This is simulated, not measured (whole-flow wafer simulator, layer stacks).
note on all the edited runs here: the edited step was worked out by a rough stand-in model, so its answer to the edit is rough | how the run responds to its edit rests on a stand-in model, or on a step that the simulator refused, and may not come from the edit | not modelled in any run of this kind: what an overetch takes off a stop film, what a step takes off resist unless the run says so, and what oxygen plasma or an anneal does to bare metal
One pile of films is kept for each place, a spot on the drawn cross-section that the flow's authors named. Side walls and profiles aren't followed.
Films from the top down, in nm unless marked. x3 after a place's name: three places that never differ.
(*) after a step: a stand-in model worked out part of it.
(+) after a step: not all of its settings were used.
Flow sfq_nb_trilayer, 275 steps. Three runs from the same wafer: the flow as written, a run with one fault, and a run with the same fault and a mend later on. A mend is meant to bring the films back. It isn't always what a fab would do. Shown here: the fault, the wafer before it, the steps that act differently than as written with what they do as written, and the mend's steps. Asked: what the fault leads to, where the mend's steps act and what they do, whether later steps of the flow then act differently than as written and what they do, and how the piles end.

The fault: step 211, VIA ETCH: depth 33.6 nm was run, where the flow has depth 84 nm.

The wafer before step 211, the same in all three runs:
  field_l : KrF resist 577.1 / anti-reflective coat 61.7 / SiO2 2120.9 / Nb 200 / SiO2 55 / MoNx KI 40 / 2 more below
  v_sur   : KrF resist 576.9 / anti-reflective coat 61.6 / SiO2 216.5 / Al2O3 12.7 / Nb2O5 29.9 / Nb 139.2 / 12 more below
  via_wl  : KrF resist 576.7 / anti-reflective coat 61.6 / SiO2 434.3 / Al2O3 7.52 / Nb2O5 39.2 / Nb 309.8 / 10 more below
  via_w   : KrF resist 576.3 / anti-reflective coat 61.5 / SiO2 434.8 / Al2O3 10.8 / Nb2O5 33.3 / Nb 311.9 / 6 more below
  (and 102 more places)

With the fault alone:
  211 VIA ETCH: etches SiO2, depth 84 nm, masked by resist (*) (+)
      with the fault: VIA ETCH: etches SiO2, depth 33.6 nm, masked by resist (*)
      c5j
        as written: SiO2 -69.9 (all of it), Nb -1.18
        with the fault: SiO2 -33.6
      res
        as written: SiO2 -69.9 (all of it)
        with the fault: SiO2 -33.6
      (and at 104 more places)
  Later steps of the flow that act differently than as written (4 more steps differ only slightly, by at most 2% or 0.5 nm, whichever is larger, and aren't shown):
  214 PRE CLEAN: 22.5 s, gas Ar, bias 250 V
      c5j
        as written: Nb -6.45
        with the fault: SiO2 -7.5
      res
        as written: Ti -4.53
        with the fault: SiO2 -7.5
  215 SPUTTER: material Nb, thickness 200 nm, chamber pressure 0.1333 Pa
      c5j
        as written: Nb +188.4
        with the fault: Nb +197.4 (new film)
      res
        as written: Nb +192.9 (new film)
        with the fault: Nb +200 (new film)
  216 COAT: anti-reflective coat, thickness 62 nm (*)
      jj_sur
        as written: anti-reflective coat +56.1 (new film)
        with the fault: anti-reflective coat +57.5 (new film)
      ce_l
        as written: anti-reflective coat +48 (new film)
        with the fault: anti-reflective coat +57.3 (new film)
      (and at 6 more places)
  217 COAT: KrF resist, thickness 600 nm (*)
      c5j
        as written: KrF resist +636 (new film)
        with the fault: KrF resist +620.6 (new film)
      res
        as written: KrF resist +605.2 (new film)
        with the fault: KrF resist +588.2 (new film)
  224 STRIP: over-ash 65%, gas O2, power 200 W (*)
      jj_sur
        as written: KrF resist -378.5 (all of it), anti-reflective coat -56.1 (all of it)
        with the fault: KrF resist -379.9 (all of it), anti-reflective coat -57.5 (all of it)
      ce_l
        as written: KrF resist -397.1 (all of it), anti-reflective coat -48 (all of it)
        with the fault: KrF resist -391.5 (all of it), anti-reflective coat -57.3 (all of it)
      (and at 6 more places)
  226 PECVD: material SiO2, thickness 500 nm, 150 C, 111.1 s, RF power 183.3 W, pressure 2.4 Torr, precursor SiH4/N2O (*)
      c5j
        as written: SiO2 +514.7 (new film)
        with the fault: SiO2 +500 (new film)
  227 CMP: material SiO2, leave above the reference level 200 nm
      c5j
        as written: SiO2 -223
        with the fault: SiO2 -253.7
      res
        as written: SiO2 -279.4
        with the fault: SiO2 -319.8
  At the end the piles differ from the flow's by more than 2% or 0.5 nm, whichever is larger, at c5j, res.
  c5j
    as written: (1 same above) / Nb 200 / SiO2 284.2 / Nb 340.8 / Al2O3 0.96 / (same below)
    with the fault: (1 same above) / Nb 200 / SiO2 238.8 / Nb 197.4 / SiO2 28.8 / Nb 160 / Al2O3 0.96 / (same below)
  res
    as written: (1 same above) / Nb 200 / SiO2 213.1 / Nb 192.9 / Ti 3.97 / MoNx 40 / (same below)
    with the fault: (1 same above) / Nb 200 / SiO2 172.7 / Nb 200 / SiO2 28.8 / Ti 8.5 / MoNx 40 / (same below)

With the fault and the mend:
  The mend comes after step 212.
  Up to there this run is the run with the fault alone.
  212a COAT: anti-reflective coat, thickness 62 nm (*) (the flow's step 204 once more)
      lsp_m, ln_m6, p4_fl x3 and 61 more
        anti-reflective coat +62 (new film)
      lsp_r, l0_sur, l0v, wl_a_sl, wl_a_m6, wl_a_sr, wl_g_sr
        anti-reflective coat +61.9 (new film)
      field_l, v_sur
        anti-reflective coat +61.6 (new film)
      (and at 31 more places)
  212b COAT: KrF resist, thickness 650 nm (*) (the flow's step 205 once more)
      p4_fl x3, p4_w1 x9, p4_g1 x2 and 33 more
        KrF resist +650 (new film)
      wl_b_m5, wl_b_sr, wl_c_sl and 12 more
        KrF resist +649.9 (new film)
      lsp_r, wl_j_sl, wl_j_sr
        KrF resist +650.2 (new film)
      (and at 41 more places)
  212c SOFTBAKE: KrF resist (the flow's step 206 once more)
      changes no film at any place that is followed
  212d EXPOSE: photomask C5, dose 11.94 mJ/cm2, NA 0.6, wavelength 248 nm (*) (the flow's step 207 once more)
      changes no film at any place that is followed
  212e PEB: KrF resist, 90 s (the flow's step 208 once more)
      field_l, sp_r, lsp_l and 78 more
        KrF resist -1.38
      v_sur, via_wl, via_w, via_wr, via_sp, be_sur, jj_sur
        KrF resist -1.37
      moat, field_r, wl_jj
        KrF resist -1.39
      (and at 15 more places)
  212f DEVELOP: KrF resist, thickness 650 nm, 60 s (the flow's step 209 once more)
      field_l, v_sur, via_wl and 101 more
        KrF resist -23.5
      c5j
        KrF resist -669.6 (all of it)
      res
        KrF resist -636.6 (all of it)
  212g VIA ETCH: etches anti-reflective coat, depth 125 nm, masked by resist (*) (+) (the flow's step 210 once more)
      field_l, v_sur, via_wl and 101 more
        KrF resist -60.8
      c5j
        anti-reflective coat -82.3 (all of it), SiO2 -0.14
      res
        anti-reflective coat -73 (all of it), SiO2 -0.18
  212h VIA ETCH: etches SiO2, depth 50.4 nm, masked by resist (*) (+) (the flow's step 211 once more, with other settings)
      field_l, v_sur, via_wl and 101 more
        KrF resist -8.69
      c5j
        SiO2 -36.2 (all of it), Nb -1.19
      res
        SiO2 -36.1 (all of it)
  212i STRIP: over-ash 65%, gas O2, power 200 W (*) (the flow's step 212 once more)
      p4_fl x3, p4_w1 x9, p4_g1 x2 and 33 more
        KrF resist -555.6 (all of it), anti-reflective coat -62 (all of it)
      wl_b_m5, wl_b_sr, wl_c_sl and 12 more
        KrF resist -555.5 (all of it), anti-reflective coat -62 (all of it)
      l0_sur, l0v
        KrF resist -555.7 (all of it), anti-reflective coat -61.9 (all of it)
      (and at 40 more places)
  No later step of the flow acts differently than as written, at any place that is followed, by more than 2% or 0.5 nm, whichever is larger.
  At the end the piles are the same as the flow's at every place that both follow.
